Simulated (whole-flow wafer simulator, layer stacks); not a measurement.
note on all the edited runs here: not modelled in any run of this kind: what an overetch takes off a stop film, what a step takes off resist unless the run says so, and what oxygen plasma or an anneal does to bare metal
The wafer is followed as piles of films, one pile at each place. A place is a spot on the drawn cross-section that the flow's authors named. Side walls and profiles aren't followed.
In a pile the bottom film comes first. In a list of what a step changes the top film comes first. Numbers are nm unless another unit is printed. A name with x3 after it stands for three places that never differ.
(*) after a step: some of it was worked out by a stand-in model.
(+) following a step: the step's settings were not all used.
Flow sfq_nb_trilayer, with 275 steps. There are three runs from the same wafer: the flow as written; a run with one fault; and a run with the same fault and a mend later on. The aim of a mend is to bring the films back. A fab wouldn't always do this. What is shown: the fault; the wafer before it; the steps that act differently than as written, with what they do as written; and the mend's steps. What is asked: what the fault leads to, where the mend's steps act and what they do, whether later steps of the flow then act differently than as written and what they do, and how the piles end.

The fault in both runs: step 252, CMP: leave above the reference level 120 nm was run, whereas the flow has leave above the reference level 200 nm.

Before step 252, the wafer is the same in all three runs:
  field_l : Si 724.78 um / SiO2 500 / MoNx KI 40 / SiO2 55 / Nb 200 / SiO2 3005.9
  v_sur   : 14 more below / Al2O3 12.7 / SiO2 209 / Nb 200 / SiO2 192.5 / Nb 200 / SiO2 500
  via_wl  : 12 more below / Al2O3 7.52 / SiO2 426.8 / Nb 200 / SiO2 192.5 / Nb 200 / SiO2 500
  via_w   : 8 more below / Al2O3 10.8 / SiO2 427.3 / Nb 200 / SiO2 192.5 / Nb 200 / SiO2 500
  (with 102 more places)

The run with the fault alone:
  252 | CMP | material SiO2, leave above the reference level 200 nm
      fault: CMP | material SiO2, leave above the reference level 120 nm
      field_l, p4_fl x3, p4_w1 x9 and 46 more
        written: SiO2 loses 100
        fault: SiO2 loses 180
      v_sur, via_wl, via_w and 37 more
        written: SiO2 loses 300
        fault: SiO2 loses 380
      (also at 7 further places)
  Steps later in the flow that act otherwise than as written (2 more steps, not shown, differ only slightly: by at most 2% or 0.5 nm, whichever is larger):
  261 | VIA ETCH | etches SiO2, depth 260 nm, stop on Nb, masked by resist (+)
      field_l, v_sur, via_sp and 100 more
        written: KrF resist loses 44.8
        fault: KrF resist loses 31
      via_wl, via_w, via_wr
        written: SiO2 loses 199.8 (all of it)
        fault: SiO2 loses 119.8 (all of it)
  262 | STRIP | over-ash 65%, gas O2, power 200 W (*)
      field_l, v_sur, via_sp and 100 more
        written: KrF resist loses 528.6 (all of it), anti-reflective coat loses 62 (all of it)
        fault: KrF resist loses 542.4 (all of it), anti-reflective coat loses 62 (all of it)
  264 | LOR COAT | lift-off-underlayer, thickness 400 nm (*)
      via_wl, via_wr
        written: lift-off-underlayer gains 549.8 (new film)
        fault: lift-off-underlayer gains 489.9 (new film)
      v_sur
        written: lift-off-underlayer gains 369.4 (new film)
        fault: lift-off-underlayer gains 381.7 (new film)
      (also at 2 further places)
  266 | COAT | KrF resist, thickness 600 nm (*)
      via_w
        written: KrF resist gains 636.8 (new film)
        fault: KrF resist gains 622.1 (new film)
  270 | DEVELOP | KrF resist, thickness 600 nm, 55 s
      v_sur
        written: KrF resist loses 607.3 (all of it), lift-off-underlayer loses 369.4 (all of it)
        fault: KrF resist loses 603.9 (all of it), lift-off-underlayer loses 381.7 (all of it)
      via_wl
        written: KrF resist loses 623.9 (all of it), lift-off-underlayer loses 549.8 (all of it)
        fault: KrF resist loses 613.8 (all of it), lift-off-underlayer loses 489.9 (all of it)
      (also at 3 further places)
  The piles end different from the flow's at field_l, v_sur, via_sp and 100 more by more than 2% or 0.5 nm, whichever is larger.
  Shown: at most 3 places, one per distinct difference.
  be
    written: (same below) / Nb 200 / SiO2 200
    fault: (same below) / Nb 200 / SiO2 120
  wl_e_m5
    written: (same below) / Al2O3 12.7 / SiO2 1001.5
    fault: (same below) / Al2O3 12.7 / SiO2 921.5
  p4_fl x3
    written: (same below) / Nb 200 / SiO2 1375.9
    fault: (same below) / Nb 200 / SiO2 1295.9

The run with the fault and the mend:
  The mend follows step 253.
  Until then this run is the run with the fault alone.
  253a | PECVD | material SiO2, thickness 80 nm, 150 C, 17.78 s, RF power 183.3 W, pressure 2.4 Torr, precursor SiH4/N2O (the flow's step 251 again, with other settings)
      field_l, v_sur, via_wl and 103 more
        SiO2 gains 80
  Every later step of the flow that is run acts as written at every place that is followed.
  By the end, the piles equal the flow's at every place that both follow.
